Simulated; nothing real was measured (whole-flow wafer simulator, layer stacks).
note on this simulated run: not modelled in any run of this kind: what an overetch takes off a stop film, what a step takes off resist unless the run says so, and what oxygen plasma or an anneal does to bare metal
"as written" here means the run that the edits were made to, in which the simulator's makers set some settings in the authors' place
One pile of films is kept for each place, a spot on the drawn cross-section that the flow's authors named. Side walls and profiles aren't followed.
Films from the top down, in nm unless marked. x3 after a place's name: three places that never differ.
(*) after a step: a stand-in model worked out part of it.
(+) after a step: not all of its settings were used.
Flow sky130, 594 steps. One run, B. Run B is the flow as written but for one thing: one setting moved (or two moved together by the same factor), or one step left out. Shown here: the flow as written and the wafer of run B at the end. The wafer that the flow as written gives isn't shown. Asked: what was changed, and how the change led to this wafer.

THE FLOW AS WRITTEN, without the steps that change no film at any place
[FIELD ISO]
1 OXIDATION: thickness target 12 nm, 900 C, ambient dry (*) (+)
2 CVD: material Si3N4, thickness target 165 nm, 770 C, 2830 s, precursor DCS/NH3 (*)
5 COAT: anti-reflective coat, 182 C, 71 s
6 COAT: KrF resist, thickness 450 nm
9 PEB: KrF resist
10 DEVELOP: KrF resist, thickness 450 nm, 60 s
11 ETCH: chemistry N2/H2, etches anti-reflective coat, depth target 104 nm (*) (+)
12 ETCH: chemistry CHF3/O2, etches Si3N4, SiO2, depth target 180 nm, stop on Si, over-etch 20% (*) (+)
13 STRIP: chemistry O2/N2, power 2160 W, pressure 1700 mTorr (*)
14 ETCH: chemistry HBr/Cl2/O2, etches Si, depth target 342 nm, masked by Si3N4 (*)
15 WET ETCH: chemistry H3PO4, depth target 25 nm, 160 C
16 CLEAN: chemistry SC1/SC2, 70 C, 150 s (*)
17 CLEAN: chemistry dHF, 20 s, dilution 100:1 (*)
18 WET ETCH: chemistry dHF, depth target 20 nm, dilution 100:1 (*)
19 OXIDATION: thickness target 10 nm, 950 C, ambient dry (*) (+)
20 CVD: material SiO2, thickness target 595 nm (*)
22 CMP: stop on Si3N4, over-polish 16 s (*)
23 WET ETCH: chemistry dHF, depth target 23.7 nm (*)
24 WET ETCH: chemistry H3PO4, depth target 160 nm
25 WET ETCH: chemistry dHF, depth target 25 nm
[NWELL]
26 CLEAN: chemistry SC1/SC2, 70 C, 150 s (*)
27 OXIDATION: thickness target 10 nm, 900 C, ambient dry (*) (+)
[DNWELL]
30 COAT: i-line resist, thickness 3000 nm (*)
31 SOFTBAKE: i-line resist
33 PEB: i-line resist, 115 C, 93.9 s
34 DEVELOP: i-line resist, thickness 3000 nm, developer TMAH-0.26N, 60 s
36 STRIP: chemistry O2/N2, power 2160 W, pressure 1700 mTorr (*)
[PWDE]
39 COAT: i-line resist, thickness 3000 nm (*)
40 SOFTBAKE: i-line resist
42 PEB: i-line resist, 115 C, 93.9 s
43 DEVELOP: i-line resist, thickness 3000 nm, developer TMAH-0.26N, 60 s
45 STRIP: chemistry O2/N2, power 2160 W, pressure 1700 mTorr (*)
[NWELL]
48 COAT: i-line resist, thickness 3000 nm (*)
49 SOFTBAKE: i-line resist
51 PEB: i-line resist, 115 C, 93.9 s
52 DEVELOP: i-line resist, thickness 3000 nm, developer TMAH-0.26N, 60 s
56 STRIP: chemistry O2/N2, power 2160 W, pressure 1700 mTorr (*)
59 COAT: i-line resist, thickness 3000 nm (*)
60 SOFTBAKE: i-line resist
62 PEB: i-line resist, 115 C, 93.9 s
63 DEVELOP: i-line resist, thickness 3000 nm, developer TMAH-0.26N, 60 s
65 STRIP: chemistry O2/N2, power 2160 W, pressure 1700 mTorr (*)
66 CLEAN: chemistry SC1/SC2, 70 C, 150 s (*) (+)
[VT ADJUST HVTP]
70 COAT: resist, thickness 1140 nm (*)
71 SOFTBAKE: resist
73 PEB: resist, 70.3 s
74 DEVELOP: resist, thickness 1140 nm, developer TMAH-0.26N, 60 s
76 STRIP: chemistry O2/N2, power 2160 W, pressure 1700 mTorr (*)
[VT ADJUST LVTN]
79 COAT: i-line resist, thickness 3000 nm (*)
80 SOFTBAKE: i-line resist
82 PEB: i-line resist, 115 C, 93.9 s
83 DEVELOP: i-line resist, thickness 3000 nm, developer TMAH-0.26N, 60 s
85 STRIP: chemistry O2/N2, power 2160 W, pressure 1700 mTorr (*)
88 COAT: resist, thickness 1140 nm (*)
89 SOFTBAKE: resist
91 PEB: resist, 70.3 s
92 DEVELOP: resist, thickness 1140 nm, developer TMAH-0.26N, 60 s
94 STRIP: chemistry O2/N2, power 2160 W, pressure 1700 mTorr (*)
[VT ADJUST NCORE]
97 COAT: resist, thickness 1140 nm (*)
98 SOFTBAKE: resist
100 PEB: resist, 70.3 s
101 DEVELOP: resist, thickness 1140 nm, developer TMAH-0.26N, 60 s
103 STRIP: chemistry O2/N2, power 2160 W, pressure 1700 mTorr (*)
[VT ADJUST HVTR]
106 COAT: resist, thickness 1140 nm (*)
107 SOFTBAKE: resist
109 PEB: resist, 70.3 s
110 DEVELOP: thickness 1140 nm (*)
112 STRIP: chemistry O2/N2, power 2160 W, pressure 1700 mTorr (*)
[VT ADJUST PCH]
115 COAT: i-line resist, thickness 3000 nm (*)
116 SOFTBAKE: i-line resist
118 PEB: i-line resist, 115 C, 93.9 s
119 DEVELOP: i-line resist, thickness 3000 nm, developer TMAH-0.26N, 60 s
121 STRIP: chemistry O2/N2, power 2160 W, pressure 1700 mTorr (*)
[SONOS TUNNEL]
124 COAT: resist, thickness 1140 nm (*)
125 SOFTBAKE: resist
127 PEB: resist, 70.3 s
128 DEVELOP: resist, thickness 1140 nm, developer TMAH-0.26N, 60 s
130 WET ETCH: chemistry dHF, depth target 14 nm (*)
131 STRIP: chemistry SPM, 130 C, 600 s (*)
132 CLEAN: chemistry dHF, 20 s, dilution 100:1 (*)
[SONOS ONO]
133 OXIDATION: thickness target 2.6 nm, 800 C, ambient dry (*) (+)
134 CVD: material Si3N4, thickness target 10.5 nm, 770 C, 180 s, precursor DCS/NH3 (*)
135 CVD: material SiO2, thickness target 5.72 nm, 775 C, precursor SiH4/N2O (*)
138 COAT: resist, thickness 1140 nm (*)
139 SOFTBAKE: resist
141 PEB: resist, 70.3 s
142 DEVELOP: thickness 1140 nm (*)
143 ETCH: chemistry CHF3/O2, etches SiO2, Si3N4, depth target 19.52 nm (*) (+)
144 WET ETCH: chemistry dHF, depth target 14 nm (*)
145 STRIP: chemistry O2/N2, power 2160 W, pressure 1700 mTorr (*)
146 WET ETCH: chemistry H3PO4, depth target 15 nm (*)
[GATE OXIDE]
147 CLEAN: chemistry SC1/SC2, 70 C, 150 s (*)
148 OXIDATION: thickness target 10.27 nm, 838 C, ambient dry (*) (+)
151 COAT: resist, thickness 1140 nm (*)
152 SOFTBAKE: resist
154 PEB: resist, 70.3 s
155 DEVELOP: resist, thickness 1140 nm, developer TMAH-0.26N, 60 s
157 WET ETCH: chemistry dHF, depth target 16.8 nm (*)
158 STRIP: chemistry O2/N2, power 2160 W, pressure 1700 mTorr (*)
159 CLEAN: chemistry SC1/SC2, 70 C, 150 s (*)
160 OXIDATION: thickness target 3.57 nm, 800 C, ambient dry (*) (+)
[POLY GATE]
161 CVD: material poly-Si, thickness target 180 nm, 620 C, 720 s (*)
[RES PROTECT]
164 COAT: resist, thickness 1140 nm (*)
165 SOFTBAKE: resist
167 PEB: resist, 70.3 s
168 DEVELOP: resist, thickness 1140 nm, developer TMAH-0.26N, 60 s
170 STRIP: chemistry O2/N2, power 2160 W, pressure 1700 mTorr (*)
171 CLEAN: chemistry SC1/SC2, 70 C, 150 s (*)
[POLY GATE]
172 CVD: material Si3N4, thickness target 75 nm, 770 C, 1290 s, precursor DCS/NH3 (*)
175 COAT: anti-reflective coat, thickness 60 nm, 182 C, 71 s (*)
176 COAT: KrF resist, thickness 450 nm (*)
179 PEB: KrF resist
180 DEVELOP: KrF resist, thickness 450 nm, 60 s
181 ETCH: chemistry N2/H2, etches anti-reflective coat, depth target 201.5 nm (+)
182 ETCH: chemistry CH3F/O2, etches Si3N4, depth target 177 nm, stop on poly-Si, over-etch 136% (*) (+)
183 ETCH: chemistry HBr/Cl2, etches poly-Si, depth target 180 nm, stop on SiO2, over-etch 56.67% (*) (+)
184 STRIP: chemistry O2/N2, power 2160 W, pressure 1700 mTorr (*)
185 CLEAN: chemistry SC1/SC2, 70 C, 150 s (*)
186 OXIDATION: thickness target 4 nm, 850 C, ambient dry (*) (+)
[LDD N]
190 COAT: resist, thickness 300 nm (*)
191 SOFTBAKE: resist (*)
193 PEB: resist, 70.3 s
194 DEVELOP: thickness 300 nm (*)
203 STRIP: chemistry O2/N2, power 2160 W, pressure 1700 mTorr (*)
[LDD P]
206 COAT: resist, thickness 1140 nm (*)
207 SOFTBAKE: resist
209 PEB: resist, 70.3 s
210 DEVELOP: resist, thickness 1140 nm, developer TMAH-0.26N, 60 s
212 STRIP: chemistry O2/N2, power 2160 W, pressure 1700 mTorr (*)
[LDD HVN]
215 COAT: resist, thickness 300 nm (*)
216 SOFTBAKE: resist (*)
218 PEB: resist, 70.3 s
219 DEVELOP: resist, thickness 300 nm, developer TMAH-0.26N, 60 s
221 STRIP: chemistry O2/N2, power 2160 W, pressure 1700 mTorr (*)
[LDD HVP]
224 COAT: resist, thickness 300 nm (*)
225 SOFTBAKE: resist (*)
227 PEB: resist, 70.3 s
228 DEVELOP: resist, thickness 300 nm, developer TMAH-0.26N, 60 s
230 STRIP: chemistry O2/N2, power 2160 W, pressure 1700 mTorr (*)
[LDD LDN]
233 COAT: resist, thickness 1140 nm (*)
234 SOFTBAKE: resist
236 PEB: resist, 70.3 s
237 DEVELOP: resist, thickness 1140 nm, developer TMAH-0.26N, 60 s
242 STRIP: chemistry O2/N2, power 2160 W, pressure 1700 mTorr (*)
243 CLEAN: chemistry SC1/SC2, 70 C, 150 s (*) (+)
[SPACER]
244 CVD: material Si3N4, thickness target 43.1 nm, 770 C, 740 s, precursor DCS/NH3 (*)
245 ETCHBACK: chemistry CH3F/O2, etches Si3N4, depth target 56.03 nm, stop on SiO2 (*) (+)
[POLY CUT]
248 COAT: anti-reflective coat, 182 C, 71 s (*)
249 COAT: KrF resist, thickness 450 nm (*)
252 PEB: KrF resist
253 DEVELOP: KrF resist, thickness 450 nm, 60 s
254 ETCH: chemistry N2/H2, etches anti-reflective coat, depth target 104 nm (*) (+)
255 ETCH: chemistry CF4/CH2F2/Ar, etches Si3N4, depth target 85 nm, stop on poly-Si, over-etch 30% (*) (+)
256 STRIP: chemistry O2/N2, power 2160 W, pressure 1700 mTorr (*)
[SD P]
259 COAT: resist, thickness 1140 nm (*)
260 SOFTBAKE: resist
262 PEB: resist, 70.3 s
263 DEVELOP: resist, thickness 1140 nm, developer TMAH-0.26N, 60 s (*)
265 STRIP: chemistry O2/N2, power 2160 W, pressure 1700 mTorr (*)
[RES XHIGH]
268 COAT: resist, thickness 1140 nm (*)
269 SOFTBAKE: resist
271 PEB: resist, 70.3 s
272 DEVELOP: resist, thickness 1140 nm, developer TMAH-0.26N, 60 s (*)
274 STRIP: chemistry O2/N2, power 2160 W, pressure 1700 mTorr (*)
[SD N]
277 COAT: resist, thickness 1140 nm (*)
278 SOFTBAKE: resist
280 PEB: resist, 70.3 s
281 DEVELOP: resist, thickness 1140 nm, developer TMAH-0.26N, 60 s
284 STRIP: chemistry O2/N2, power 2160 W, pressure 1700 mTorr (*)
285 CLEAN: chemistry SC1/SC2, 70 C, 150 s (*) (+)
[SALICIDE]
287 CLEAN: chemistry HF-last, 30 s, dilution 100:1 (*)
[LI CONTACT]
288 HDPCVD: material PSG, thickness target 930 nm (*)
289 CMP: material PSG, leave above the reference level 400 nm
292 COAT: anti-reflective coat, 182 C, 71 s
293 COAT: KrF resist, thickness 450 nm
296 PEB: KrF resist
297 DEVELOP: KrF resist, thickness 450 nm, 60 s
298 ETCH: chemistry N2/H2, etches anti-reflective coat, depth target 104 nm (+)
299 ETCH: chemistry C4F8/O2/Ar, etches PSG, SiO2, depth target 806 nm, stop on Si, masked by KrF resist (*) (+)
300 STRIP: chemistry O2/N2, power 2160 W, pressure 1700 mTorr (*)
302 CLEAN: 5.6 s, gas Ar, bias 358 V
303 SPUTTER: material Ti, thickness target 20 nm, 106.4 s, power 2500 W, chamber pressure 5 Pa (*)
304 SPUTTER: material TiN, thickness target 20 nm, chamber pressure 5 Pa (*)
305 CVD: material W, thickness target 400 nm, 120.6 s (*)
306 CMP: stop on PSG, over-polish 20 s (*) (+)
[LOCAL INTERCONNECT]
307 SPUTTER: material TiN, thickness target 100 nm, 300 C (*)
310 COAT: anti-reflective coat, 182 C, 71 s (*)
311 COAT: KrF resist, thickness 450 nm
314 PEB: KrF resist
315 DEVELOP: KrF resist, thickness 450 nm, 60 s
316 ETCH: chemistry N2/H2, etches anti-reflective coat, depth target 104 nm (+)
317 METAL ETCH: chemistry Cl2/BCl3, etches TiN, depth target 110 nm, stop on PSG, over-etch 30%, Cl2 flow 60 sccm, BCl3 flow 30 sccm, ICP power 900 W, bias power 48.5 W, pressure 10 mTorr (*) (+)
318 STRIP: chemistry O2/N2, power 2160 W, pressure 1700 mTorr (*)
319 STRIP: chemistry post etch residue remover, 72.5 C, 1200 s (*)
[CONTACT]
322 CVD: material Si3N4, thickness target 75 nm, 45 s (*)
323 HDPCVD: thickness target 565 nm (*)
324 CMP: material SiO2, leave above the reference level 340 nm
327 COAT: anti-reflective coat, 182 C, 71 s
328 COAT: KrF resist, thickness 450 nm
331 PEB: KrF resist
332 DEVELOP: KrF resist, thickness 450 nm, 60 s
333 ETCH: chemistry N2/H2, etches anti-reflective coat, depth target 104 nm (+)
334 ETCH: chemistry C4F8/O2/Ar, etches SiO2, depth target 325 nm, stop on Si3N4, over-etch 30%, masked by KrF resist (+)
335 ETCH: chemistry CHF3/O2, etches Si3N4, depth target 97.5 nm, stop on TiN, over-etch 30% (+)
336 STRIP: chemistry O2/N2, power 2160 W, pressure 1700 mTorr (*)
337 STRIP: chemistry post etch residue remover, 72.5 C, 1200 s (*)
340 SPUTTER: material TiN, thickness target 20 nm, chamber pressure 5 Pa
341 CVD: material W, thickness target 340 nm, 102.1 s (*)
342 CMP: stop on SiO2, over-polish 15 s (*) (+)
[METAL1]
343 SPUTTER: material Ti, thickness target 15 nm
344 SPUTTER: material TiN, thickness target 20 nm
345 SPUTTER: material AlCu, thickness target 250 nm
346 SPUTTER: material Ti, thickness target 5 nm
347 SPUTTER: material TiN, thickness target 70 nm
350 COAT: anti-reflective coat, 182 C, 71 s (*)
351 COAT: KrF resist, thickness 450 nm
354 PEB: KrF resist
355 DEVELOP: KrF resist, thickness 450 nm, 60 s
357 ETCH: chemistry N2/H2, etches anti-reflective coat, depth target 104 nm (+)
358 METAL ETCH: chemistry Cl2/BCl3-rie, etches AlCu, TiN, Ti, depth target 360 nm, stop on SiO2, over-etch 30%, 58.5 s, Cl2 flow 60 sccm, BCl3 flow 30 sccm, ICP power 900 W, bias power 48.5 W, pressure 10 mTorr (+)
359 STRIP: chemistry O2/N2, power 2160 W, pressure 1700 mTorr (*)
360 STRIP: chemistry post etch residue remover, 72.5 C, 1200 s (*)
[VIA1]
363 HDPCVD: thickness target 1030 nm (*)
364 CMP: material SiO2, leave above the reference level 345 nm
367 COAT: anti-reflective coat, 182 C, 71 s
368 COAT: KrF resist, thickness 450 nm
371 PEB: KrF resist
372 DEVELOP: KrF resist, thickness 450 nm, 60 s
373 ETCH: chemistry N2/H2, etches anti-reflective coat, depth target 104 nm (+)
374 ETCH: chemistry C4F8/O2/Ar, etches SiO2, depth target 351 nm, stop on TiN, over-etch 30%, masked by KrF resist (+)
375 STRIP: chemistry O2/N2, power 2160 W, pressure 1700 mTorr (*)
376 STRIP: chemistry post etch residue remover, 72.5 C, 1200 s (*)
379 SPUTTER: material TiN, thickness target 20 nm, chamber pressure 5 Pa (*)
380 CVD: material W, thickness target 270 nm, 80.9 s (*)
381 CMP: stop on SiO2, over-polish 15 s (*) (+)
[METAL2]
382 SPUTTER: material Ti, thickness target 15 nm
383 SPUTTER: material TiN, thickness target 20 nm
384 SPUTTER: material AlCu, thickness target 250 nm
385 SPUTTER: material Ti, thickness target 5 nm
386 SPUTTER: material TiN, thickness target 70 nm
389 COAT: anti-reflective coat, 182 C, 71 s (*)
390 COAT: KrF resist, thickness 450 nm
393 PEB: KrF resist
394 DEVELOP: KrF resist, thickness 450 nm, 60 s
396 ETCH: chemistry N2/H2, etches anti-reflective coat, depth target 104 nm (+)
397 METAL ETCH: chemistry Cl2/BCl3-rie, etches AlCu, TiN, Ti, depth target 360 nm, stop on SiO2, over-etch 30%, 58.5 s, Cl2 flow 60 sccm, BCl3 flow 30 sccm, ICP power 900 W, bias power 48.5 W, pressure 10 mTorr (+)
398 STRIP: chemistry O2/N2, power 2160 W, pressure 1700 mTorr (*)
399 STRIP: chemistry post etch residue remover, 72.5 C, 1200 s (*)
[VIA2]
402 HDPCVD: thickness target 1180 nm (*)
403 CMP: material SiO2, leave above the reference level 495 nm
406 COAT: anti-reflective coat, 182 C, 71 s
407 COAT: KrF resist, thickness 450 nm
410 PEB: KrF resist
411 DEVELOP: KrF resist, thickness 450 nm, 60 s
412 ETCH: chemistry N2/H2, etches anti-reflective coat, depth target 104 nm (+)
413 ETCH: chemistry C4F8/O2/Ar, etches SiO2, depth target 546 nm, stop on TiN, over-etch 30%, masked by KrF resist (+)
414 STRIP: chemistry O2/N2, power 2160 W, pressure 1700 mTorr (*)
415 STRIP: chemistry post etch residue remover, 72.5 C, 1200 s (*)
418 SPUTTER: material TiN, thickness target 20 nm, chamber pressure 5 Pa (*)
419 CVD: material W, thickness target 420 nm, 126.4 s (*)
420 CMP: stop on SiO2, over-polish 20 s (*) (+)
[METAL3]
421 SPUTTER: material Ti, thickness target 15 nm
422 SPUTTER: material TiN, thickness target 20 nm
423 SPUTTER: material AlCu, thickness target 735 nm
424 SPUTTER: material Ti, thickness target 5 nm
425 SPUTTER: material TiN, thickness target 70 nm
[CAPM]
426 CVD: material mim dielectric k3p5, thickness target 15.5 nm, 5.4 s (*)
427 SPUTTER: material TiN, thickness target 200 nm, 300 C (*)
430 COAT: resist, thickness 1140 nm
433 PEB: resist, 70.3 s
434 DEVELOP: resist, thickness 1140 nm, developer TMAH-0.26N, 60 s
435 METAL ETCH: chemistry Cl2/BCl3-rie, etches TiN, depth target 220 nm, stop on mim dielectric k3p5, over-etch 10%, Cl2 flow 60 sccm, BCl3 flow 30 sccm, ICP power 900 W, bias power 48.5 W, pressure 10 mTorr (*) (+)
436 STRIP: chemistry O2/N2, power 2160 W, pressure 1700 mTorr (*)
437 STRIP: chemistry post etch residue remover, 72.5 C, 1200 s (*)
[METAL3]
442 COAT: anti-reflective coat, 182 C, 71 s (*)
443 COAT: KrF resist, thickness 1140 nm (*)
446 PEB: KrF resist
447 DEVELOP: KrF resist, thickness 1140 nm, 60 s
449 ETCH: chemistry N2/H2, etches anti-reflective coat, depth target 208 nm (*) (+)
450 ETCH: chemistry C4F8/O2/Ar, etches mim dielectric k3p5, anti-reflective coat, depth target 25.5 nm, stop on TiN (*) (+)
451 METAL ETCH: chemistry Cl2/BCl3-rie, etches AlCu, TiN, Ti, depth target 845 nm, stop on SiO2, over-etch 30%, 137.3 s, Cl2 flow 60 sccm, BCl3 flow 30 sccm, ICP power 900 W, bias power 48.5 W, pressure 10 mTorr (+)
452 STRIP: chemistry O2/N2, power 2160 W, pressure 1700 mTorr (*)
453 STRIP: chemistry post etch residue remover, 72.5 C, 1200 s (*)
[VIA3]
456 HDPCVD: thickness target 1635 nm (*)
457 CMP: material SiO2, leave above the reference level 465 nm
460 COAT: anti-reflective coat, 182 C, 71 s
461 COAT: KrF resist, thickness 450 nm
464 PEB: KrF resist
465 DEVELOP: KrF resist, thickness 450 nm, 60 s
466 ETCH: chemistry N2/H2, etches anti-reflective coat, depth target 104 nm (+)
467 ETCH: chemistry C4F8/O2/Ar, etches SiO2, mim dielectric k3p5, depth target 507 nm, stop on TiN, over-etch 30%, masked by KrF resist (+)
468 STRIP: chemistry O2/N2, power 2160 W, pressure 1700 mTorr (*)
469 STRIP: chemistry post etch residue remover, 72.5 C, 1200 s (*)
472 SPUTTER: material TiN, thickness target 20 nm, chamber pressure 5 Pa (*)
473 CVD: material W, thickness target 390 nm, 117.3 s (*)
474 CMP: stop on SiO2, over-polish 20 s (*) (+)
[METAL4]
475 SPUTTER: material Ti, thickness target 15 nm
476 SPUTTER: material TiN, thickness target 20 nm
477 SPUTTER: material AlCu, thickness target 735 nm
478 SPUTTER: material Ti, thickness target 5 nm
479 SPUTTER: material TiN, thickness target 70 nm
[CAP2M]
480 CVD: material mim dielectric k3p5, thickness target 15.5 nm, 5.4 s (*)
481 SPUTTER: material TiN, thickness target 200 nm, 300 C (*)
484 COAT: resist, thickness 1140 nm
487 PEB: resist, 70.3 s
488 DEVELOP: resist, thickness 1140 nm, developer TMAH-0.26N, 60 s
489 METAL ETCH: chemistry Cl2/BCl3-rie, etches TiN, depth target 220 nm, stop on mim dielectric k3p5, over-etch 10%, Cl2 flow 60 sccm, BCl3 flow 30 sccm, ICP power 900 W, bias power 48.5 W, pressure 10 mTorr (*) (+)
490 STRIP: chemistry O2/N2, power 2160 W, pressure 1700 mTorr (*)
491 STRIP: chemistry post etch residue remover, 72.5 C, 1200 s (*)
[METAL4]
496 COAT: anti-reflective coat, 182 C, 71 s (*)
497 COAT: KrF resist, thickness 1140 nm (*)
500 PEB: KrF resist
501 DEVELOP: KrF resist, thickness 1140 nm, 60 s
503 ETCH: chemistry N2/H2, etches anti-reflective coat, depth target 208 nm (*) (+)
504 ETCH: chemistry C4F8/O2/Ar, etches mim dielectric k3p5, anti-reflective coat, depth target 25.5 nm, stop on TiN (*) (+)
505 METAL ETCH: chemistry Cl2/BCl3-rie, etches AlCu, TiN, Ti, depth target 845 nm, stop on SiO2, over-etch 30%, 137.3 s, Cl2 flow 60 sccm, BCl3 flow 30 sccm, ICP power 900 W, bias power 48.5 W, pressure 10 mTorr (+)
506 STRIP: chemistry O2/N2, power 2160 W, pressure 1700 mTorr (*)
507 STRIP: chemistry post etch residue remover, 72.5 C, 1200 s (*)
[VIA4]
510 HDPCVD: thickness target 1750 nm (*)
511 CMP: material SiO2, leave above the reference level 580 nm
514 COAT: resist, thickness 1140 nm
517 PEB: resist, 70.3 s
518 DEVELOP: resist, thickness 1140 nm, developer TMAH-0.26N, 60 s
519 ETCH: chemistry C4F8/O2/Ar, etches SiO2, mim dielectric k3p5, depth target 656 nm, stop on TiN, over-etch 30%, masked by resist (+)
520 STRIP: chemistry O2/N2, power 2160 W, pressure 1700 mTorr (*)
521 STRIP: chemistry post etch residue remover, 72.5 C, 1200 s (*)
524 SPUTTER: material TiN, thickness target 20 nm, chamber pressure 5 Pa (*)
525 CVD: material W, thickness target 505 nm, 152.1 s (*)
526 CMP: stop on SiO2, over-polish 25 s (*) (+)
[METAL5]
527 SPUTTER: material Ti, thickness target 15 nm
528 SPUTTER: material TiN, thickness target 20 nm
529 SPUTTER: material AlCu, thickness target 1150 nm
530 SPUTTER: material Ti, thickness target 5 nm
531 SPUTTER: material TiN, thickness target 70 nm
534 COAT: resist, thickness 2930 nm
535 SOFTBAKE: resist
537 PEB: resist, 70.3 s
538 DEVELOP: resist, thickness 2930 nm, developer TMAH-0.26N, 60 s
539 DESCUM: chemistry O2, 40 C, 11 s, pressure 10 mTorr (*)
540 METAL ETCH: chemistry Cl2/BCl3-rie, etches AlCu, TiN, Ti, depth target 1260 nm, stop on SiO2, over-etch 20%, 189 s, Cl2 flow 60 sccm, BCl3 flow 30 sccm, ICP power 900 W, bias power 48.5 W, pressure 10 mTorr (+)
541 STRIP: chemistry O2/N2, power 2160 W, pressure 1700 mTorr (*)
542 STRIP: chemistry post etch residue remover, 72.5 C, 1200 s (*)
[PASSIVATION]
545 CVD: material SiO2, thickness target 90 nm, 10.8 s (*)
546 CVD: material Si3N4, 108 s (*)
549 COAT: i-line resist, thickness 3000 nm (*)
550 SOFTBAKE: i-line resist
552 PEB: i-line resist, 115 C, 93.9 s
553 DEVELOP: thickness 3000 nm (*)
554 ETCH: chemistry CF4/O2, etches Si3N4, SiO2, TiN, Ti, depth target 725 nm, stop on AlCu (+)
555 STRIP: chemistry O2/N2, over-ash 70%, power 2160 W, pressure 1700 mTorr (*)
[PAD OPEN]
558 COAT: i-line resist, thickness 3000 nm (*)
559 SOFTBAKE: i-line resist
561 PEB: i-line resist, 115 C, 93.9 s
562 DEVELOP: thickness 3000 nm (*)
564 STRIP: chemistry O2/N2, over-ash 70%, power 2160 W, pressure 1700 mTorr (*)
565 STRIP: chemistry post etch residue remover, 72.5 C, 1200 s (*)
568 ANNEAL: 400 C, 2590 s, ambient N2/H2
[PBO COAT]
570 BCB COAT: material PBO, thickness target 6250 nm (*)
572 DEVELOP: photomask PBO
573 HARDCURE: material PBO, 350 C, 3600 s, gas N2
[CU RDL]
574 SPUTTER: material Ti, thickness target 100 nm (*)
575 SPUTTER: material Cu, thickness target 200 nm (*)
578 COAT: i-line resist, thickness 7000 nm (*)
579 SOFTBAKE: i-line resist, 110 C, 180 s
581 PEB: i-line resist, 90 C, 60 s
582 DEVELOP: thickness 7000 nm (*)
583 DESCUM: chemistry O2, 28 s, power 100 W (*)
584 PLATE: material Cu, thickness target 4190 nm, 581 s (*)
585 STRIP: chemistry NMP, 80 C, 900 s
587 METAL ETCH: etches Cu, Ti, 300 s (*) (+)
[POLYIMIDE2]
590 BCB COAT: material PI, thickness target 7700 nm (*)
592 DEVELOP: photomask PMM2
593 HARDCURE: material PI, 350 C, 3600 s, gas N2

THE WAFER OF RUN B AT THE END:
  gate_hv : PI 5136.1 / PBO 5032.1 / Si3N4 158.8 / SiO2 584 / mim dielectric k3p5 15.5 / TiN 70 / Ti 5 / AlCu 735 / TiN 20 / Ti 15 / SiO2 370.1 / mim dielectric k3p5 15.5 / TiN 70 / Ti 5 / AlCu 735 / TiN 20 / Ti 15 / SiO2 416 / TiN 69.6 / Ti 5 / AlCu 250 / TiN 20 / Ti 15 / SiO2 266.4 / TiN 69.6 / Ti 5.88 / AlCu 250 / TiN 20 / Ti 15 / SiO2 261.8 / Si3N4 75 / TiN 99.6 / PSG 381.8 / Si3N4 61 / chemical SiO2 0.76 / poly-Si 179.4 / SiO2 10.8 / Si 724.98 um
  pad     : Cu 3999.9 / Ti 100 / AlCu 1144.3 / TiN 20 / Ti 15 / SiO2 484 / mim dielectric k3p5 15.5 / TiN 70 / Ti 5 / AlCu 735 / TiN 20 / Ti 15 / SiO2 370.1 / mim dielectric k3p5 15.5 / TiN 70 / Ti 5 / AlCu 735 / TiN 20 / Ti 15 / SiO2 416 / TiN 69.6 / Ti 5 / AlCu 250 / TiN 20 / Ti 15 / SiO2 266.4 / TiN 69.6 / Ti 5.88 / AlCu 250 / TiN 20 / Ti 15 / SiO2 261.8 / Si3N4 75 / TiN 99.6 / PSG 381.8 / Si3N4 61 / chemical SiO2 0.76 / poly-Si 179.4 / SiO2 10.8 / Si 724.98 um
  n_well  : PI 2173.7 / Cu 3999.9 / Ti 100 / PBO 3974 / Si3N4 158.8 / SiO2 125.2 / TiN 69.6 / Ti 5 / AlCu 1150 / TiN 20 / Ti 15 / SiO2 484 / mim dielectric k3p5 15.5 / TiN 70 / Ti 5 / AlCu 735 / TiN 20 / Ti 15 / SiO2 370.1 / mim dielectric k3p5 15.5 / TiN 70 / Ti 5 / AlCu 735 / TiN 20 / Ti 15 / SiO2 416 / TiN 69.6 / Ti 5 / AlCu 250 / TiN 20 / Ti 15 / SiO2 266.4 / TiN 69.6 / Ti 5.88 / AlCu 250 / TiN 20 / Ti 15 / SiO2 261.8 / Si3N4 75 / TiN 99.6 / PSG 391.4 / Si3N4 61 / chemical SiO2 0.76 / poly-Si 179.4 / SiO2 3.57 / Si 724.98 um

The cause: step 346, SPUTTER: thickness target 5.88 nm was run, where the flow has thickness target 5 nm.
It can be read off the wafer: gate_hv has Ti 5.88, and step 346 as written asks for 5 nm.

How the change led to this, step by step:
  346 SPUTTER: material Ti, thickness target 5 nm
      field, active, n_well and 188 more: Ti +5.88 (new film) (as written it would be: Ti +5 (new film))
  358 METAL ETCH: chemistry Cl2/BCl3-rie, etches AlCu, TiN, Ti, depth target 360 nm, stop on SiO2, over-etch 30%, 58.5 s, Cl2 flow 60 sccm, BCl3 flow 30 sccm, ICP power 900 W, bias power 48.5 W, pressure 10 mTorr (+)
      field, active, gate and 81 more: TiN -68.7 (all of it), Ti -5.88 (all of it), AlCu -250 (all of it), TiN -20 (all of it), Ti -15 (all of it), SiO2 -10.8 (as written it would be: TiN -68.7 (all of it), Ti -5 (all of it), AlCu -250 (all of it), TiN -20 (all of it), Ti -15 (all of it), SiO2 -10.9)
